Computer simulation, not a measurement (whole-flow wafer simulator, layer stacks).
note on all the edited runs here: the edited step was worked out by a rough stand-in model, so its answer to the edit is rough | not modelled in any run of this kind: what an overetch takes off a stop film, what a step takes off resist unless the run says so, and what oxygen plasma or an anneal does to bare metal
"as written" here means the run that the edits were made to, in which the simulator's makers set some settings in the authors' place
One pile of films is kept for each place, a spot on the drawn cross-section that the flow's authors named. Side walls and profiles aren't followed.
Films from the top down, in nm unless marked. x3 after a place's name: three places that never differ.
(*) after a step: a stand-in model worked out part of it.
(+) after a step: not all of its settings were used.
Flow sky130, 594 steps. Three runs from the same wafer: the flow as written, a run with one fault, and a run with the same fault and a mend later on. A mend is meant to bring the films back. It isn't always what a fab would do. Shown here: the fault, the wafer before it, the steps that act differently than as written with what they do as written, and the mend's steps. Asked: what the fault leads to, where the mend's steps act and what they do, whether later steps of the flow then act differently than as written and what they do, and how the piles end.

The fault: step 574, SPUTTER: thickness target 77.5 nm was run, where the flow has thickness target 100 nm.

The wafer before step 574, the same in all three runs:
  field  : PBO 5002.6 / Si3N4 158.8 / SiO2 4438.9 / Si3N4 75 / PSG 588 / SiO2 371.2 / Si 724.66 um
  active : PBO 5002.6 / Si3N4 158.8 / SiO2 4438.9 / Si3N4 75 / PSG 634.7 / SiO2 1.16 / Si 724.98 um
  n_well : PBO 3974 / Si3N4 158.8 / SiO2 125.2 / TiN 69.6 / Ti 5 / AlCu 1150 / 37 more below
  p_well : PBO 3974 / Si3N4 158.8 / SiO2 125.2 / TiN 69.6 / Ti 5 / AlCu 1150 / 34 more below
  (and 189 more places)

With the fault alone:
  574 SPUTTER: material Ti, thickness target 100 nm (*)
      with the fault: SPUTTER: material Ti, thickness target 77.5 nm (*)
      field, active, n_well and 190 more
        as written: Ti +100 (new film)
        with the fault: Ti +77.5 (new film)
  Later steps of the flow that act differently than as written (7 more steps differ only slightly, by at most 2% or 0.5 nm, whichever is larger, and aren't shown):
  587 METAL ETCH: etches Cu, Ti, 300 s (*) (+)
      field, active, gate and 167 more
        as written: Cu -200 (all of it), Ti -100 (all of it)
        with the fault: Cu -200 (all of it), Ti -77.5 (all of it)
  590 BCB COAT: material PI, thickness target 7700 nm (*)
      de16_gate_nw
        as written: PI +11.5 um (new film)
        with the fault: PI +11.48 um (new film)
  At the end the piles differ from the flow's by more than 2% or 0.5 nm, whichever is larger, at n_well, p_well, sd_n and 20 more.
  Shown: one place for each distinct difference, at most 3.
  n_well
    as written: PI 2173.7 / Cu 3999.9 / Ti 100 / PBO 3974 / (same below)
    with the fault: PI 2188.3 / Cu 3999.9 / Ti 77.5 / PBO 3974 / (same below)
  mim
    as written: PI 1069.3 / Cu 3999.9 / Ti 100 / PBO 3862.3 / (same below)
    with the fault: PI 1090.4 / Cu 3999.9 / Ti 77.5 / PBO 3862.3 / (same below)
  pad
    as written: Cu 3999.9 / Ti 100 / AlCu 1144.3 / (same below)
    with the fault: Cu 3999.9 / Ti 77.5 / AlCu 1144.3 / (same below)

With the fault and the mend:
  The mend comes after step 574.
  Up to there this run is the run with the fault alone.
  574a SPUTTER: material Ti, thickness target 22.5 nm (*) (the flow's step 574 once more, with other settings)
      field, active, n_well and 190 more
        Ti +22.5
  No later step of the flow acts differently than as written at any place that is followed.
  At the end the piles are the same as the flow's at every place that both follow.
